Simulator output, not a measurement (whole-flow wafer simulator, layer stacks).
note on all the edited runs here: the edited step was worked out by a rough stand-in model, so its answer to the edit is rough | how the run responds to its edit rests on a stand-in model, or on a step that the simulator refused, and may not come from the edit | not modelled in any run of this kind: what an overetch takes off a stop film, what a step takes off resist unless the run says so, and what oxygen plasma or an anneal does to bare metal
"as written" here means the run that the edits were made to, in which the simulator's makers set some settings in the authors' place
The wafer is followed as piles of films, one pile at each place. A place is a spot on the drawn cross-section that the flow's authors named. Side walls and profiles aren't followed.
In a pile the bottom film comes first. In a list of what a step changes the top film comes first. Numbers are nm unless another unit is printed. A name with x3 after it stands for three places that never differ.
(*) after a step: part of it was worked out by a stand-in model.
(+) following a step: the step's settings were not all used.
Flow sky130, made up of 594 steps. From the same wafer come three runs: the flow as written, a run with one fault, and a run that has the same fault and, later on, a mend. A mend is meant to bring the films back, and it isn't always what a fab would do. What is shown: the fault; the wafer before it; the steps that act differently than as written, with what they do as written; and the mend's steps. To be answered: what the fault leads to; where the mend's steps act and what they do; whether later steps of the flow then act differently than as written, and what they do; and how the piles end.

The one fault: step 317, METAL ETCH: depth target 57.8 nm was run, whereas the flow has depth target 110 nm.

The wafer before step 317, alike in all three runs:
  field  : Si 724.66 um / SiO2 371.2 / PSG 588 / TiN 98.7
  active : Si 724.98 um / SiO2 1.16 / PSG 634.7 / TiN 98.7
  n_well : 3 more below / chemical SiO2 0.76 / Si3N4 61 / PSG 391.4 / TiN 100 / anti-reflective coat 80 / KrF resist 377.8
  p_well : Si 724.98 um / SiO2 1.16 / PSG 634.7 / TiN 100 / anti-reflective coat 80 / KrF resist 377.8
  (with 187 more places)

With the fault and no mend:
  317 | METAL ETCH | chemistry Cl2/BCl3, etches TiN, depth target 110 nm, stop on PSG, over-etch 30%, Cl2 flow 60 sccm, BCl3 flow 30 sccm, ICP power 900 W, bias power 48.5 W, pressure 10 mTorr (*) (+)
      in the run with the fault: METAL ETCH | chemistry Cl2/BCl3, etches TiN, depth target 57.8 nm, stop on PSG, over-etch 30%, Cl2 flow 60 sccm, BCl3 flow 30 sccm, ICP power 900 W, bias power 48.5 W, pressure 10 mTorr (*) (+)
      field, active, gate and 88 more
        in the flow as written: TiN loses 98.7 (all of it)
        in the run with the fault: TiN loses 57.8
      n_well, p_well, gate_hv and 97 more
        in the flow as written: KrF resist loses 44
        in the run with the fault: KrF resist loses 23.1
  Later steps of the flow acting differently than as written (not shown: 10 more steps that differ only slightly, by at most 2% or 0.5 nm, whichever is larger):
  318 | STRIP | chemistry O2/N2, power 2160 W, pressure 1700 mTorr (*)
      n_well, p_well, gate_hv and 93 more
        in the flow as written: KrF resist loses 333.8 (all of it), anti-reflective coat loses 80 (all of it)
        in the run with the fault: KrF resist loses 354.7 (all of it), anti-reflective coat loses 80 (all of it)
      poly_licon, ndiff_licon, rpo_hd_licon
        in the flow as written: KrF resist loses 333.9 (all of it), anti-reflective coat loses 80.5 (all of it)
        in the run with the fault: KrF resist loses 354.8 (all of it), anti-reflective coat loses 80.5 (all of it)
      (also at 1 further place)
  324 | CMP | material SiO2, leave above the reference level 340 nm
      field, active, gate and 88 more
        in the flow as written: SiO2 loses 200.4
        in the run with the fault: SiO2 loses 240.9
  The piles end different from the flow's at field, active, gate and 90 more by more than 2% or 0.5 nm, whichever is larger.
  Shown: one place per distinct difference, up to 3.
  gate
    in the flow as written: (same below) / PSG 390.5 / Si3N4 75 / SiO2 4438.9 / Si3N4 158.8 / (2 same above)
    in the run with the fault: (same below) / PSG 390.5 / TiN 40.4 / Si3N4 75 / SiO2 4398.5 / Si3N4 158.8 / (2 same above)
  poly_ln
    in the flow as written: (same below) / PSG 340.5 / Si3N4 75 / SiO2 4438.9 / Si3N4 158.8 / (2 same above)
    in the run with the fault: (same below) / PSG 340.5 / TiN 40.4 / Si3N4 75 / SiO2 4398.5 / Si3N4 158.8 / (2 same above)
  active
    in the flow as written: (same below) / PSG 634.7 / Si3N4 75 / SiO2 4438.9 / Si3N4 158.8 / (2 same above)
    in the run with the fault: (same below) / PSG 634.7 / TiN 40.4 / Si3N4 75 / SiO2 4398.5 / Si3N4 158.8 / (2 same above)

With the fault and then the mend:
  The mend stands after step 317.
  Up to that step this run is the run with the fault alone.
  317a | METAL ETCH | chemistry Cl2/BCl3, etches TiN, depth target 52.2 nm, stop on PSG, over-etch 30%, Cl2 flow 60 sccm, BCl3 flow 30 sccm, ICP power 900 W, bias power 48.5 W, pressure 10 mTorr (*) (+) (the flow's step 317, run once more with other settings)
      n_well, p_well, gate_hv and 97 more
        KrF resist loses 20.9
      field, active, gate and 88 more
        TiN loses 40.9 (all of it)
  None of the later steps of the flow acts differently than as written at any place that is followed.
  The piles end the same as the flow's at every place that both follow.
